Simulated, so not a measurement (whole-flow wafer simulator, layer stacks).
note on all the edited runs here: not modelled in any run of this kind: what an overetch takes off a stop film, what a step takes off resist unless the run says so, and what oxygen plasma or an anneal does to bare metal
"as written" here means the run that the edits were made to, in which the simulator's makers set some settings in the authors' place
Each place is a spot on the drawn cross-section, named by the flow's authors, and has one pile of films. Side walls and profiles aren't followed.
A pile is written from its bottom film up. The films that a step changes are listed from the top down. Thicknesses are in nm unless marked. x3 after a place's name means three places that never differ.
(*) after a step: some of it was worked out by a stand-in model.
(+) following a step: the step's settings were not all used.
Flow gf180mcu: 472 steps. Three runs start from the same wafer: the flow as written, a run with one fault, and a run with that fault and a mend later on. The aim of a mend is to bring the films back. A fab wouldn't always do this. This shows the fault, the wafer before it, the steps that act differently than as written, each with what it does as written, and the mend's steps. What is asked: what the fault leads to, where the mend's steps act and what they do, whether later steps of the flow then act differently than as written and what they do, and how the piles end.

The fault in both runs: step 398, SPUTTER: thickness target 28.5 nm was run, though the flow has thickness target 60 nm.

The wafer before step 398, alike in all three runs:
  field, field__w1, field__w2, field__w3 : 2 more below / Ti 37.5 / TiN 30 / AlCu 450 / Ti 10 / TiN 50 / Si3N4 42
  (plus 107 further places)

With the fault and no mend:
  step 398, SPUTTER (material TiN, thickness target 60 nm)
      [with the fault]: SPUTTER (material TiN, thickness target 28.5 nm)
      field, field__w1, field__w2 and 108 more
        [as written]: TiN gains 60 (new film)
        [with the fault]: TiN gains 28.5 (new film)
  Steps further on in the flow that do not act as written (not shown: 6 more steps that differ only slightly, by at most 2% or 0.5 nm, whichever is larger):
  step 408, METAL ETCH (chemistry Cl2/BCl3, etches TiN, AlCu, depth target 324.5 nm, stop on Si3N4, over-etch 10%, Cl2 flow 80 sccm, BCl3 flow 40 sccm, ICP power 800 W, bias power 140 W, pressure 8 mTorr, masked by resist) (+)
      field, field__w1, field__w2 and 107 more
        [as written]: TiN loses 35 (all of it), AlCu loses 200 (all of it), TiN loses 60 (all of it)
        [with the fault]: TiN loses 35 (all of it), AlCu loses 200 (all of it), TiN loses 28.5 (all of it)
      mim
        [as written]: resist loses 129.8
        [with the fault]: resist loses 115.9
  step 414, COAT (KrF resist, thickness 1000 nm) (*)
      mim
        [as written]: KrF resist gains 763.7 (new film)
        [with the fault]: KrF resist gains 787.8 (new film)
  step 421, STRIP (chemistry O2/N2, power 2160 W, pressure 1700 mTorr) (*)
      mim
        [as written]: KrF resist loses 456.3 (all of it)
        [with the fault]: KrF resist loses 480 (all of it)
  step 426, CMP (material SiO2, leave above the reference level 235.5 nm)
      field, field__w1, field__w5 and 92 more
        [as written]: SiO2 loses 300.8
        [with the fault]: SiO2 loses 332.3
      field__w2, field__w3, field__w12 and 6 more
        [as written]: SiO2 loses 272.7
        [with the fault]: SiO2 loses 304.2
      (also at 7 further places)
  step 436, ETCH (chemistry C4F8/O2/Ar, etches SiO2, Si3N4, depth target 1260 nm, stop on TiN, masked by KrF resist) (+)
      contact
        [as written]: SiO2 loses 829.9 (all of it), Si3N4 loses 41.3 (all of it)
        [with the fault]: SiO2 loses 798.4 (all of it), Si3N4 loses 41.3 (all of it)
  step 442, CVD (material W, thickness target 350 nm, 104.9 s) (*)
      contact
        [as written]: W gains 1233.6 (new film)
        [with the fault]: W gains 1201.8 (new film)
  The piles end different from the flow's at field__w8, contact, m1, m1__w1, mim, m1_nw by more than 2% or 0.5 nm, whichever is larger.
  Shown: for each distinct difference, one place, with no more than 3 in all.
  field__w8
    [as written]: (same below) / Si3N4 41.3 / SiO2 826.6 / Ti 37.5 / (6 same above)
    [with the fault]: (same below) / Si3N4 41.3 / SiO2 795.1 / Ti 37.5 / (6 same above)
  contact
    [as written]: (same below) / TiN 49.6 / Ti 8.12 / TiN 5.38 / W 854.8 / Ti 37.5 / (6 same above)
    [with the fault]: (same below) / TiN 49.6 / Ti 8.27 / TiN 5.48 / W 823 / Ti 37.5 / (6 same above)
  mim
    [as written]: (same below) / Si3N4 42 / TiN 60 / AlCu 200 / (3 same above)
    [with the fault]: (same below) / Si3N4 42 / TiN 28.5 / AlCu 200 / (3 same above)

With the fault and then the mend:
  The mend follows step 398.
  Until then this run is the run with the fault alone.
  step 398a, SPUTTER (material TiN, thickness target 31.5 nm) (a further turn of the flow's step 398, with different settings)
      field, field__w1, field__w2 and 108 more
        TiN gains 31.5
  Every later step of the flow that is run acts as written at every place that is followed.
  The piles end the same as the flow's at every place that both follow.
